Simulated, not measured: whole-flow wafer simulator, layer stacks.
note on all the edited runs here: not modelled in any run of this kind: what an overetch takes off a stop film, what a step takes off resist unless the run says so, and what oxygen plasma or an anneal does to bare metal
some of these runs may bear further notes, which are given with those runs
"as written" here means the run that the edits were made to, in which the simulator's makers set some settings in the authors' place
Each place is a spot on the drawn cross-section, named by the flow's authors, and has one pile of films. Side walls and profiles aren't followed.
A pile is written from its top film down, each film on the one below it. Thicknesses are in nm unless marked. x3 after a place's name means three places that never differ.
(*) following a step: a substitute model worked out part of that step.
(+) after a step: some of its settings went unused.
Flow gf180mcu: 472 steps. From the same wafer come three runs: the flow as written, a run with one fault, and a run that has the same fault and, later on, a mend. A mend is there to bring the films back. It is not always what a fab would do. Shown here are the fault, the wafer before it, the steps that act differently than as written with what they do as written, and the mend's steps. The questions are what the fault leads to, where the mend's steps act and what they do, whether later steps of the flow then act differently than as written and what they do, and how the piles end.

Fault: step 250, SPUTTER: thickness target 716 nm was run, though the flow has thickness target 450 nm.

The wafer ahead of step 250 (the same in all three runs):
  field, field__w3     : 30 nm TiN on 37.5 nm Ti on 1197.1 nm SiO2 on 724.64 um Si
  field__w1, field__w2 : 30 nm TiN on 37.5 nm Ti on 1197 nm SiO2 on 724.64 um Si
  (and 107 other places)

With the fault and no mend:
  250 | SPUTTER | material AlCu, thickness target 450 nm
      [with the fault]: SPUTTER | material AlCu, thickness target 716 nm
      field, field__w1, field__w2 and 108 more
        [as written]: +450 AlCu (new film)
        [with the fault]: +716 AlCu (new film)
  Later steps of the flow acting differently than as written:
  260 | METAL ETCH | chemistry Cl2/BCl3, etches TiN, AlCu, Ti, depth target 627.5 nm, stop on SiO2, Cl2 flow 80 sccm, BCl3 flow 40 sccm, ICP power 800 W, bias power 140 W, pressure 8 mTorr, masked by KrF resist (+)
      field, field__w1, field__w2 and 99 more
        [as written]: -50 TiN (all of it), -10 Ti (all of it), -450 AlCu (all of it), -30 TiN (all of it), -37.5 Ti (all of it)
        [with the fault]: -50 TiN (all of it), -10 Ti (all of it), -567.5 AlCu
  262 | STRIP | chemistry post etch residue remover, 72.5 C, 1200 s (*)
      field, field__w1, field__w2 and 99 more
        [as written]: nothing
        [with the fault]: -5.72 AlCu
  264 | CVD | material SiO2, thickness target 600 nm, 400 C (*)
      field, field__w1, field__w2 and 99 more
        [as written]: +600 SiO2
        [with the fault]: +600 SiO2 (new film)
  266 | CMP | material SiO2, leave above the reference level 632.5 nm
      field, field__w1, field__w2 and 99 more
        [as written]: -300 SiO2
        [with the fault]: -244.3 SiO2
  At field, field__w1, field__w2 and 109 more, the piles at the end differ from the flow's by more than 2% or 0.5 nm, whichever is larger.
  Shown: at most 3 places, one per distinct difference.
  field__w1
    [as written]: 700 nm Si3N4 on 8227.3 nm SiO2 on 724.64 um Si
    [with the fault]: 700 nm Si3N4 on 7086 nm SiO2 on 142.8 nm AlCu on 30 nm TiN on 37.5 nm Ti on 1197 nm SiO2 on 724.64 um Si
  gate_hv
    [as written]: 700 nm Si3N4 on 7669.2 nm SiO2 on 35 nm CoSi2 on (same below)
    [with the fault]: 700 nm Si3N4 on 7086 nm SiO2 on 142.8 nm AlCu on 30 nm TiN on 37.5 nm Ti on 638.9 nm SiO2 on 35 nm CoSi2 on (same below)
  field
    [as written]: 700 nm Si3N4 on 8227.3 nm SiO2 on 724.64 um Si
    [with the fault]: 700 nm Si3N4 on 7086 nm SiO2 on 142.8 nm AlCu on 30 nm TiN on 37.5 nm Ti on 1197.1 nm SiO2 on 724.64 um Si

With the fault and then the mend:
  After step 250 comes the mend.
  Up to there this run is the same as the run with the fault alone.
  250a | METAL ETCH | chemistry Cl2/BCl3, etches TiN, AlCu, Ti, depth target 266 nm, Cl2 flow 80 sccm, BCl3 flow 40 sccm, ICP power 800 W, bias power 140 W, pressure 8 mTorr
      field, field__w1, field__w2 and 108 more
        -266 AlCu
  Later steps of the flow that are run all act as written at every place that is followed.
  The piles end the same as the flow's at every place that both follow.
